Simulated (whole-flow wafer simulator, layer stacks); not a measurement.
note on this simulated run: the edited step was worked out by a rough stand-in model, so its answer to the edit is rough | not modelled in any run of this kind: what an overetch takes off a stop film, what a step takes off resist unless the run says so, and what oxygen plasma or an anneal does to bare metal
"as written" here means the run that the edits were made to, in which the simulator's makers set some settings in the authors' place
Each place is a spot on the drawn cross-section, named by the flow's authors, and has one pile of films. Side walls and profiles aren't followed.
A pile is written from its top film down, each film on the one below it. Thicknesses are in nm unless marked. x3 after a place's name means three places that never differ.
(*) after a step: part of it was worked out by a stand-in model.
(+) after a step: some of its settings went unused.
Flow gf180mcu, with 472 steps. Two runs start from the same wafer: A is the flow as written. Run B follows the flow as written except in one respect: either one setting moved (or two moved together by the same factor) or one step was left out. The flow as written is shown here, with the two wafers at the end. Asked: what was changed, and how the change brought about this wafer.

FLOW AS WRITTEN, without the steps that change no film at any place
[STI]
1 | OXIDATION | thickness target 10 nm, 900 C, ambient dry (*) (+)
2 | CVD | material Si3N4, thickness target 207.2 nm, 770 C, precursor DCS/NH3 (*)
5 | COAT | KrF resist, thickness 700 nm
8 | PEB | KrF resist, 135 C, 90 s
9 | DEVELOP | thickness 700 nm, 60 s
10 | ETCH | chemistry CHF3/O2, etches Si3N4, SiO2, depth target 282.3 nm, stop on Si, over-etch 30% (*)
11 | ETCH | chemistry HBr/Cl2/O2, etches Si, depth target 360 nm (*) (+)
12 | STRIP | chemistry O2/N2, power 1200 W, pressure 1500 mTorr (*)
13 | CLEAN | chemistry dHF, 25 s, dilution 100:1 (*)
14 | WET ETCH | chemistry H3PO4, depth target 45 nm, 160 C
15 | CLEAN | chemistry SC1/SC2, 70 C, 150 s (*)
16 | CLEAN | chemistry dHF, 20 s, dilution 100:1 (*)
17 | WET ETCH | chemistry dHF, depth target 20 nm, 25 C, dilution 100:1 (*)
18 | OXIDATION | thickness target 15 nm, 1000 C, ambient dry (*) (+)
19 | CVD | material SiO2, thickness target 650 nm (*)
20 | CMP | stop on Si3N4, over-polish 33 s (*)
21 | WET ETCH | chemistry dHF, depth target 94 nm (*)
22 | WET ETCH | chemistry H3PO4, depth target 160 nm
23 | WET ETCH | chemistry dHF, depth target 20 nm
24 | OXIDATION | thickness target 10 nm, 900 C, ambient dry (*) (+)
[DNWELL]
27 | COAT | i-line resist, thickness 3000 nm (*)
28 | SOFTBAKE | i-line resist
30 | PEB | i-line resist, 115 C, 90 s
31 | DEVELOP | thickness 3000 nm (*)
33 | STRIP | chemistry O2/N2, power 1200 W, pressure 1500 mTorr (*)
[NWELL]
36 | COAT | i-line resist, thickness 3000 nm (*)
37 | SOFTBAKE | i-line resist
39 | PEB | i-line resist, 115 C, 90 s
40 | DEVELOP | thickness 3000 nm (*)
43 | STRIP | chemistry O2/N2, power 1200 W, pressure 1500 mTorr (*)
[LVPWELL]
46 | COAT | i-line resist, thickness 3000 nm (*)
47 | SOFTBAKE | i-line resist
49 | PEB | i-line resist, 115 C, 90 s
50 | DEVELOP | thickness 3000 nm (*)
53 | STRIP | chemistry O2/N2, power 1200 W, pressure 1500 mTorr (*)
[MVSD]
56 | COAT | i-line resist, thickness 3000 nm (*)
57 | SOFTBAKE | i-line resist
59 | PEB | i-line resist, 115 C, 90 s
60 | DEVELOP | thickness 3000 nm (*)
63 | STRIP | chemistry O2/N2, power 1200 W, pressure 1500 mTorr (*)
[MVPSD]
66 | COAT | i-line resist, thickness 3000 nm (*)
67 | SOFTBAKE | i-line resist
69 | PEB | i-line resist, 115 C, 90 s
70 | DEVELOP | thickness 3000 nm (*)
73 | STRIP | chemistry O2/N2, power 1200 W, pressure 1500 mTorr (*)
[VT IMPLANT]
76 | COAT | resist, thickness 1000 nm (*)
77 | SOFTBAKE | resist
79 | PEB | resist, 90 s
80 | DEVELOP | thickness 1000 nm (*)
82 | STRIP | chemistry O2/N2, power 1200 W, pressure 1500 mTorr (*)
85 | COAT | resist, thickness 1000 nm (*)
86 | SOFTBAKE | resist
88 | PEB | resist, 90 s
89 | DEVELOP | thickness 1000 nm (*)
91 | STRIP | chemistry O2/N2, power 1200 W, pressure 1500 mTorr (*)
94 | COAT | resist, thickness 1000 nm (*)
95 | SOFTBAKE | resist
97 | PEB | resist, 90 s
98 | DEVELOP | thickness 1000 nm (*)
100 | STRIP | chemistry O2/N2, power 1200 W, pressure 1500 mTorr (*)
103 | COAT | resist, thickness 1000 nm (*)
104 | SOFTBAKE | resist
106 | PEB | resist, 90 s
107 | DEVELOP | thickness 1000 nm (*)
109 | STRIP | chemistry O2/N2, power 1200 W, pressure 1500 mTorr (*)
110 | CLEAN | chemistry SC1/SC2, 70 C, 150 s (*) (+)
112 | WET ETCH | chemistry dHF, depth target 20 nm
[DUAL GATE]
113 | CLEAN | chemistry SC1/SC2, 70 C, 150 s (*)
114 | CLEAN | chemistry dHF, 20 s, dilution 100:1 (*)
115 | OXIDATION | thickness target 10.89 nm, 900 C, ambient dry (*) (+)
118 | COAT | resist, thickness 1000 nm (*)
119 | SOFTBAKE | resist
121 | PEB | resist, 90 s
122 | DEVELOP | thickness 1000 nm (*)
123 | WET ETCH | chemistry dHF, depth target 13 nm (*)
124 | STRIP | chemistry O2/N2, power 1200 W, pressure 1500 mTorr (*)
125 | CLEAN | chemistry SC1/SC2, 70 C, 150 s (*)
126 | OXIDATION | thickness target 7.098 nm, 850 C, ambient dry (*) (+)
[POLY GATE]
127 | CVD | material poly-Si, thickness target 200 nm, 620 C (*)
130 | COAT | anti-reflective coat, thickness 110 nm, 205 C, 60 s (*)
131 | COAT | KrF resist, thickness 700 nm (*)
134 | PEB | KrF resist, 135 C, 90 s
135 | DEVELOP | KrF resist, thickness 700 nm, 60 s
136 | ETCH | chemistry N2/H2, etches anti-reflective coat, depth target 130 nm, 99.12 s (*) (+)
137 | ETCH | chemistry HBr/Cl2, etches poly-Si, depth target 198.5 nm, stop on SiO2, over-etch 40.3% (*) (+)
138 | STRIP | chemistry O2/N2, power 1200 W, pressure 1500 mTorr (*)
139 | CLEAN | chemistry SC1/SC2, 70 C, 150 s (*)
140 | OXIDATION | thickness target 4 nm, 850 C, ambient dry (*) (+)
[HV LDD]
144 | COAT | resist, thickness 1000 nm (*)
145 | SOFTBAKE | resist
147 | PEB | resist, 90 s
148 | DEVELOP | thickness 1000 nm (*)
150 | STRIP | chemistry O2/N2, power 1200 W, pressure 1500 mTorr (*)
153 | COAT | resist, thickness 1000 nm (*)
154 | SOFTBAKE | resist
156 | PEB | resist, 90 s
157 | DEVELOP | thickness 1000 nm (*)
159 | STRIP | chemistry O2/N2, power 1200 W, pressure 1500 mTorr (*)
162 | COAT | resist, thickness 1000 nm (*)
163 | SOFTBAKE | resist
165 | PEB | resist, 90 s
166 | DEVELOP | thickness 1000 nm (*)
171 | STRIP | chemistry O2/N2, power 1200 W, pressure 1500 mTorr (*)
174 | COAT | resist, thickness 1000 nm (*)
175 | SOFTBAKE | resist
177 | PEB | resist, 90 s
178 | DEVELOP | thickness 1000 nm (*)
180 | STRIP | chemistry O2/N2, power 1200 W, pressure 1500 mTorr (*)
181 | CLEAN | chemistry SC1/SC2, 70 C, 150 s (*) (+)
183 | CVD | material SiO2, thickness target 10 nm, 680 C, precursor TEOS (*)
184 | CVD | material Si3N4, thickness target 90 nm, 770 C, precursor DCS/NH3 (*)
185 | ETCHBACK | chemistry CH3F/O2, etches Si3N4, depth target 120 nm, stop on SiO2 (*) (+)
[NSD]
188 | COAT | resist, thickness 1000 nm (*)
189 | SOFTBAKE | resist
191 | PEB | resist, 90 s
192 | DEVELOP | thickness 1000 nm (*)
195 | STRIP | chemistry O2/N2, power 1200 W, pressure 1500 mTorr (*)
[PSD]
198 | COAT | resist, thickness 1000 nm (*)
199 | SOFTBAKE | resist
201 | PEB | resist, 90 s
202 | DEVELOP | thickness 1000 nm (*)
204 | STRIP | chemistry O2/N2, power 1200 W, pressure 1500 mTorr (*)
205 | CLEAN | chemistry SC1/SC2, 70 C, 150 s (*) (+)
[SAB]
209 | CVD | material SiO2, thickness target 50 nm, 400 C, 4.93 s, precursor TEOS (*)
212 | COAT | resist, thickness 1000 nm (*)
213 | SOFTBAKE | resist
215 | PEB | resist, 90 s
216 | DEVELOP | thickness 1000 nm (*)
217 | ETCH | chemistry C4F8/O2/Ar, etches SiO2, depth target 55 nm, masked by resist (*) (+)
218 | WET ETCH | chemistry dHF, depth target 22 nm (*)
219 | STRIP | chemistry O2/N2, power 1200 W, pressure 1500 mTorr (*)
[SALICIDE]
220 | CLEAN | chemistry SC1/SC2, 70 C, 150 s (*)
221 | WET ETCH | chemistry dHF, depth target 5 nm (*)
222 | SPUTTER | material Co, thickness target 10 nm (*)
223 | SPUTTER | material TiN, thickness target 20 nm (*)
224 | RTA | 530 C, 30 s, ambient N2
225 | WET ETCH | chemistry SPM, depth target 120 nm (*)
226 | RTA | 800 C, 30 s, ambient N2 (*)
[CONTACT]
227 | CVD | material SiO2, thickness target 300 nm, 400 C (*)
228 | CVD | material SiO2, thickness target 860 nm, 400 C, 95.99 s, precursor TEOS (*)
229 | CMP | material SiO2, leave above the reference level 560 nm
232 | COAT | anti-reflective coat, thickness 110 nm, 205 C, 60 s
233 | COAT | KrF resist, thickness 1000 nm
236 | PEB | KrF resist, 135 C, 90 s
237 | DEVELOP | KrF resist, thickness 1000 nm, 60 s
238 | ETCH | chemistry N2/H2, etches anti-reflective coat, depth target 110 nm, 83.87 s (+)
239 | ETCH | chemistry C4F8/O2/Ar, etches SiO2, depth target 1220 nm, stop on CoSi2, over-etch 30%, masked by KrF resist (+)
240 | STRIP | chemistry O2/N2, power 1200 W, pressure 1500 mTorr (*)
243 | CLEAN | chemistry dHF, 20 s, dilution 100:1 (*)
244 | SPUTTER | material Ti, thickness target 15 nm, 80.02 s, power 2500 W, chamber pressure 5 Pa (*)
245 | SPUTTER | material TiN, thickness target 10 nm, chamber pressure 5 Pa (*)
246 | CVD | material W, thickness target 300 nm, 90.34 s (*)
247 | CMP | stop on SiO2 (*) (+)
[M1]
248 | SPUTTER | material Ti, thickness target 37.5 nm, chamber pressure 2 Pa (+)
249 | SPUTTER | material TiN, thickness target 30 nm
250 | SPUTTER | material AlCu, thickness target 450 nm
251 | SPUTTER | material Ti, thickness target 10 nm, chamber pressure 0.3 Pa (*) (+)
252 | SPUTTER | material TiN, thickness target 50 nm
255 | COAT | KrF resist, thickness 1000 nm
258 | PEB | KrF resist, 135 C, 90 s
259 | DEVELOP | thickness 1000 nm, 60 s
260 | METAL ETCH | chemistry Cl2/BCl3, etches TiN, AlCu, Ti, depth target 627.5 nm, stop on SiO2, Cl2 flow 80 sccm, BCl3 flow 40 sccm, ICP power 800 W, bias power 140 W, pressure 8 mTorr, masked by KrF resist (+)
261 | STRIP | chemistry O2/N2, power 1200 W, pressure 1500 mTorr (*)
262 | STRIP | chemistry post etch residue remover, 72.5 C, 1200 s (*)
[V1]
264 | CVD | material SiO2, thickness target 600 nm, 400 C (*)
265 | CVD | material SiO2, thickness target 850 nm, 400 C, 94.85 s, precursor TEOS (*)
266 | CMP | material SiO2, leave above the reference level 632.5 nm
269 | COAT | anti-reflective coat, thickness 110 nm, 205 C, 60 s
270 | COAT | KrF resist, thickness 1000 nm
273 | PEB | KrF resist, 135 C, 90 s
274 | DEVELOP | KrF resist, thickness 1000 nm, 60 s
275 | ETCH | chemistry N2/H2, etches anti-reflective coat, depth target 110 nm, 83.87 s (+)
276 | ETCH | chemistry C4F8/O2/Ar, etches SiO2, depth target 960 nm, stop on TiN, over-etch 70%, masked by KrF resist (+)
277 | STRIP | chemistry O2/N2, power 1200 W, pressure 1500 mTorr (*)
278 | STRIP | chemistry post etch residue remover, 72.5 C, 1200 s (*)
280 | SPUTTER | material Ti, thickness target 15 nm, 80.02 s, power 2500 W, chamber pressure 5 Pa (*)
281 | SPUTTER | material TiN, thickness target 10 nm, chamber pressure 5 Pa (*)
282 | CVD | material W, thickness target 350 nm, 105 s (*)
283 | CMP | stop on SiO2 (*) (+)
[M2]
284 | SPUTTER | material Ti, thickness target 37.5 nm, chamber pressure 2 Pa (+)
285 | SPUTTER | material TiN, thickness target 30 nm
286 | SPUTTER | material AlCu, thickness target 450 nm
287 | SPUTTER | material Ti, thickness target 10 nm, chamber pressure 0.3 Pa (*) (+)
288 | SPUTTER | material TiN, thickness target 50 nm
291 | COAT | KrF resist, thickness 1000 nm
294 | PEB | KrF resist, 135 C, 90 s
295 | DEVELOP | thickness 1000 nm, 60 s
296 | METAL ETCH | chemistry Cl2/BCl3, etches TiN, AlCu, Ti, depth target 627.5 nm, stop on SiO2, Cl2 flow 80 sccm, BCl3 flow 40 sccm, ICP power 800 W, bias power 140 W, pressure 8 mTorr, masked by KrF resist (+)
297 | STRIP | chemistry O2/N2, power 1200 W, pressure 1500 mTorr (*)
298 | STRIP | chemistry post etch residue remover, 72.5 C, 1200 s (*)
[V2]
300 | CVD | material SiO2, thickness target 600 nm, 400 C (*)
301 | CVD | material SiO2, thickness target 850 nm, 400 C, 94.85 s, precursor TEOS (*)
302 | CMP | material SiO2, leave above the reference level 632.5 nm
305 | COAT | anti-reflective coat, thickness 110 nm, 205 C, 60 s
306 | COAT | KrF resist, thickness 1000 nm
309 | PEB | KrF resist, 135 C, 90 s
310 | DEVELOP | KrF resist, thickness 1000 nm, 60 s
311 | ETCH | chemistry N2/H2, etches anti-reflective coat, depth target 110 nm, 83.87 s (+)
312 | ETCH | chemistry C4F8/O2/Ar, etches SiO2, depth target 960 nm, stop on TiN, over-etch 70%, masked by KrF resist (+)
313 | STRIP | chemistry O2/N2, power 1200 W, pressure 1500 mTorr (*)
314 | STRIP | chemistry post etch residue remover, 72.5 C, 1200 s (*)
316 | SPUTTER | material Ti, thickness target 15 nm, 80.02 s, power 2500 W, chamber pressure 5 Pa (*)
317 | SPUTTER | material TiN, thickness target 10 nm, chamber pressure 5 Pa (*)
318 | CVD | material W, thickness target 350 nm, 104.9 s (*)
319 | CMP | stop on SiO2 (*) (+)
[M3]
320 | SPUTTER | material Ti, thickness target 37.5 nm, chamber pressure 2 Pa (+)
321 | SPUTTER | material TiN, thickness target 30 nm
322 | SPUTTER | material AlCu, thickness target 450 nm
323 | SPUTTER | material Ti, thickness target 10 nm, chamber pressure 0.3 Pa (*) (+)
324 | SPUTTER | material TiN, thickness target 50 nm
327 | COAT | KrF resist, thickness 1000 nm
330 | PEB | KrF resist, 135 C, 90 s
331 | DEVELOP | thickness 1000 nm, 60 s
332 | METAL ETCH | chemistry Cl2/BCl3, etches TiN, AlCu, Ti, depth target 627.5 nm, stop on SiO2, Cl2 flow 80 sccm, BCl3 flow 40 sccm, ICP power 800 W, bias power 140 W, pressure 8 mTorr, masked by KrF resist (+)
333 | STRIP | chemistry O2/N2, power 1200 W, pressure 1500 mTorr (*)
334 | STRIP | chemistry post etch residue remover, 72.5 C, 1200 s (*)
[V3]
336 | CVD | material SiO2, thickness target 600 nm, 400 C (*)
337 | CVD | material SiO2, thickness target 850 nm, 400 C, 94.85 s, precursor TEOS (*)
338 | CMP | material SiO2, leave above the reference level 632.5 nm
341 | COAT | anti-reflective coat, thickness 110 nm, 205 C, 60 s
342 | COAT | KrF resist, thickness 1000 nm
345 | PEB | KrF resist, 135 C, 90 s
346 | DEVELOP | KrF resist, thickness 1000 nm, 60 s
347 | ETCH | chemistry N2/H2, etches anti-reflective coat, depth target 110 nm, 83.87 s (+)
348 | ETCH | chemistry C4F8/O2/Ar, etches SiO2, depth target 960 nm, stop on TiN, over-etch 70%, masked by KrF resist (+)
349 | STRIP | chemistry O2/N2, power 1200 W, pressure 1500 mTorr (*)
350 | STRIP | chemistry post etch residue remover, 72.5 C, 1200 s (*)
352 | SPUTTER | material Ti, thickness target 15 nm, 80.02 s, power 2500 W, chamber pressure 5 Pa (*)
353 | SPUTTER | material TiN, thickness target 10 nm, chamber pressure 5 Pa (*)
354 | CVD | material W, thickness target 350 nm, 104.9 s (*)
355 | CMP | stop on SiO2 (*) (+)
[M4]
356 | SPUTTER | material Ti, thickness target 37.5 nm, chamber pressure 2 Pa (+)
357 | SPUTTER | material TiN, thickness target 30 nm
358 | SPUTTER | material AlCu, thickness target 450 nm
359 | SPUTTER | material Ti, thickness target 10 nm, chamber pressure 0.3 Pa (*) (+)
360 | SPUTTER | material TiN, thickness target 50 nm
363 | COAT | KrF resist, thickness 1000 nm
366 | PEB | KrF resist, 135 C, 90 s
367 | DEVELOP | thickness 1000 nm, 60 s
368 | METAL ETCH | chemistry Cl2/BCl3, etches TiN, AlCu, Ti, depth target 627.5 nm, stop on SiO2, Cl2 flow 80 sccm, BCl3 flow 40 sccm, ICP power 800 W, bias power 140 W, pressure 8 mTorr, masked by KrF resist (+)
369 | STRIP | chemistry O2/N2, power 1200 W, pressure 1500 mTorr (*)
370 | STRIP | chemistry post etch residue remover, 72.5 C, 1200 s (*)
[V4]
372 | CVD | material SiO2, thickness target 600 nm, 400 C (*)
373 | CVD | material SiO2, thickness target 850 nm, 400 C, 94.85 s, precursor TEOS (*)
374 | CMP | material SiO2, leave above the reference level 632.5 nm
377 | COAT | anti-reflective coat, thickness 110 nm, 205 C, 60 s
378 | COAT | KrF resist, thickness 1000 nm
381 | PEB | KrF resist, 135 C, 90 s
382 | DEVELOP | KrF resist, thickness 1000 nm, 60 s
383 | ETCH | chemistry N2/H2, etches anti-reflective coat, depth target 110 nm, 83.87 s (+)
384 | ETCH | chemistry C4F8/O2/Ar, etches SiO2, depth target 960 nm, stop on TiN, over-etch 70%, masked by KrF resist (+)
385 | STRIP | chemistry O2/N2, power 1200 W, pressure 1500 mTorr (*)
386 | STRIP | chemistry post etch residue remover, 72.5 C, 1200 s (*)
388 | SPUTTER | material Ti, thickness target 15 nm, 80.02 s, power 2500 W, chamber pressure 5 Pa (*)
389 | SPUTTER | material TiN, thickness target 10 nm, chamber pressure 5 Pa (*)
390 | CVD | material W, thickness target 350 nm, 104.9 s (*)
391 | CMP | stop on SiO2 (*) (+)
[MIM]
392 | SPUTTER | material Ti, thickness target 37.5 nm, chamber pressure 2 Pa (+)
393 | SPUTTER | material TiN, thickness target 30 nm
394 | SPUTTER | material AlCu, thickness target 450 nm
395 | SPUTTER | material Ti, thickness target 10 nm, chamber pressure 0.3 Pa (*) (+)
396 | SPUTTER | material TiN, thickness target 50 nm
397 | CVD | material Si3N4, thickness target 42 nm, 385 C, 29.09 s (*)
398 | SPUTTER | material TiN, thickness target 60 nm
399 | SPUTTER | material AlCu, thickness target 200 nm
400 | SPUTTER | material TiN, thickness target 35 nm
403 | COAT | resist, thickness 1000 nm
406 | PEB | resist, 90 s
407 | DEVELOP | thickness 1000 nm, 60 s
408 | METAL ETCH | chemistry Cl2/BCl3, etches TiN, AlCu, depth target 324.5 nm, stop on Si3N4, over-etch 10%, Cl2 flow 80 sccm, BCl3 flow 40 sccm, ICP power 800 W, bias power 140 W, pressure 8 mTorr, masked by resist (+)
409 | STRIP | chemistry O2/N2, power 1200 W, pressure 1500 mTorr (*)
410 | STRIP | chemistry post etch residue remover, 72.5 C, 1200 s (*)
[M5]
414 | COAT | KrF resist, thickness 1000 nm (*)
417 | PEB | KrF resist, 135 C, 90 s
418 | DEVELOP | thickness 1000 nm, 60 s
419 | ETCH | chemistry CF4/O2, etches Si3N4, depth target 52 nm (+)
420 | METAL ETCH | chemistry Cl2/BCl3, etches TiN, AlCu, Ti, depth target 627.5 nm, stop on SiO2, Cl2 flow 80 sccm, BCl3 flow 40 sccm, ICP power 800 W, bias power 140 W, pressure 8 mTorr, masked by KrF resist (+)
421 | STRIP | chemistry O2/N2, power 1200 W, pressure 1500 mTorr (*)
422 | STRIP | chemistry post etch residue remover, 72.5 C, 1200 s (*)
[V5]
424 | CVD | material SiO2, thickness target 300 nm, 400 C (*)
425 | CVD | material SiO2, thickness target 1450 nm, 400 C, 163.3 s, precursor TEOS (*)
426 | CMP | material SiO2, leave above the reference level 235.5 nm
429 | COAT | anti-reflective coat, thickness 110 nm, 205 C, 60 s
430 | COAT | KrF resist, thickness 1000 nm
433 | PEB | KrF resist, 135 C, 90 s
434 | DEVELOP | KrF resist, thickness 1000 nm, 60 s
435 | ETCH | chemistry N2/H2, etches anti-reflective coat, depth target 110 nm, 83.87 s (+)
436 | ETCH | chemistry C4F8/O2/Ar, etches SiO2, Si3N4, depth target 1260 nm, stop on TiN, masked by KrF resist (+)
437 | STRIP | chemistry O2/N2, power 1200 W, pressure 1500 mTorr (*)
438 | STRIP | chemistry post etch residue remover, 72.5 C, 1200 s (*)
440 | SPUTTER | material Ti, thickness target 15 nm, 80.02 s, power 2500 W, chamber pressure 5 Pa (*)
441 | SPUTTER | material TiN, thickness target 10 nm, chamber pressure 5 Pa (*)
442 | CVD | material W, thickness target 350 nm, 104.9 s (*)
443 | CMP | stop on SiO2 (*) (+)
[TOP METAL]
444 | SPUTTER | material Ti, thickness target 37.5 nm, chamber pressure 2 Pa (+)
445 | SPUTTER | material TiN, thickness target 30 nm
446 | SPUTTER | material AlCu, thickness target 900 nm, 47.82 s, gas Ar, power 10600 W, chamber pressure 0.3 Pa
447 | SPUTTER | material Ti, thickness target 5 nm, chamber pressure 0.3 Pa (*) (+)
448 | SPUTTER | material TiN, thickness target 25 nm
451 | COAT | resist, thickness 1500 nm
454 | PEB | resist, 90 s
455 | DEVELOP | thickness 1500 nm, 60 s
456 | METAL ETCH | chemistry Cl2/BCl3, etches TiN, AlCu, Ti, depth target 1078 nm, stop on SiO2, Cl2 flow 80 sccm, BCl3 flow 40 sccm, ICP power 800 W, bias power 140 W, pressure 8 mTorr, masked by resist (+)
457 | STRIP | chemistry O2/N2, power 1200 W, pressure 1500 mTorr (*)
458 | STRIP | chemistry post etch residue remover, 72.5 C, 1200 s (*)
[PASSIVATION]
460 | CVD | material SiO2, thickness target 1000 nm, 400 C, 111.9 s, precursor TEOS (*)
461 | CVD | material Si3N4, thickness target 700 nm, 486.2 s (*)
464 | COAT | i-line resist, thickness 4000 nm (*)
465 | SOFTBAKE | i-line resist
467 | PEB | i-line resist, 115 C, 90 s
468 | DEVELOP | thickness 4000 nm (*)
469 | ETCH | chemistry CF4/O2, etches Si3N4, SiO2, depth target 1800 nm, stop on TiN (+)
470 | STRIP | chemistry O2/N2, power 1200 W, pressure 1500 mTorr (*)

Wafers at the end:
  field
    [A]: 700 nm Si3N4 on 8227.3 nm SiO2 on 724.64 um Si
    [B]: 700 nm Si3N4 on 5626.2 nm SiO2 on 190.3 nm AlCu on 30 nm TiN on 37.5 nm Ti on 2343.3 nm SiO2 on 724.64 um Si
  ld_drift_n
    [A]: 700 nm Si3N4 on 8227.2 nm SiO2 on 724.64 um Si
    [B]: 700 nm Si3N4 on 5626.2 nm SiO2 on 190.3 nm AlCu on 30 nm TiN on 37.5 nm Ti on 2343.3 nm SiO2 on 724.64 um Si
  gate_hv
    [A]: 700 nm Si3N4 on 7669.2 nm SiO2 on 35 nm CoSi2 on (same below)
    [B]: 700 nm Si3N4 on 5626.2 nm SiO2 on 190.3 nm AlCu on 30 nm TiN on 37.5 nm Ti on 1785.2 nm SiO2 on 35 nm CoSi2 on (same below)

Cause: step 281, SPUTTER: thickness target 5 nm was run, though the flow has thickness target 10 nm; step 296, METAL ETCH: depth target 314 nm was run, where the flow has depth target 627.5 nm.

The path from the change to this, step by step:
  281 | SPUTTER | material TiN, thickness target 10 nm, chamber pressure 5 Pa (*)
      field, field__w1, field__w2 and 107 more: A +10 TiN (new film) | B +5 TiN (new film)
      contact: A +6.4 TiN (new film) | B +3.21 TiN (new film)
  283 | CMP | stop on SiO2 (*) (+)
      field, field__w1, field__w2 and 107 more: A -350 W (all of it), -10 TiN (all of it), -15 Ti (all of it), -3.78 SiO2 | B -350 W (all of it), -5 TiN (all of it), -15 Ti (all of it), -3.73 SiO2
  296 | METAL ETCH | chemistry Cl2/BCl3, etches TiN, AlCu, Ti, depth target 627.5 nm, stop on SiO2, Cl2 flow 80 sccm, BCl3 flow 40 sccm, ICP power 800 W, bias power 140 W, pressure 8 mTorr, masked by KrF resist (+)
      field, field__w1, field__w2 and 103 more: A -50 TiN (all of it), -10 Ti (all of it), -450 AlCu (all of it), -30 TiN (all of it), -37.5 Ti (all of it) | B -50 TiN (all of it), -10 Ti (all of it), -254 AlCu
      field__w8, contact, m1, m1__w1, m1_nw: A -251 KrF resist | B -125.6 KrF resist
  297 | STRIP | chemistry O2/N2, power 1200 W, pressure 1500 mTorr (*)
      field__w8, contact, m1, m1__w1, m1_nw: A -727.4 KrF resist (all of it) | B -852.8 KrF resist (all of it)
  298 | STRIP | chemistry post etch residue remover, 72.5 C, 1200 s (*)
      field, field__w1, field__w2 and 103 more: A nothing | B -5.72 AlCu
  300 | CVD | material SiO2, thickness target 600 nm, 400 C (*)
      field, field__w1, field__w2 and 103 more: A +600 SiO2 | B +600 SiO2 (new film)
  302 | CMP | material SiO2, leave above the reference level 632.5 nm
      field, field__w1, field__w2 and 103 more: A -300 SiO2 | B -557.8 SiO2
With metal films that touch counted as one body, field has 1 body; the flow as written gives 0 bodies.
With metal films that touch counted as one body, ld_drift_n has 1 body; the flow as written gives 0 bodies.
With metal films that touch counted as one body, gate_hv has 2 bodies (between them, from the top down: SiO2 1785.2); the flow as written gives 1 body.
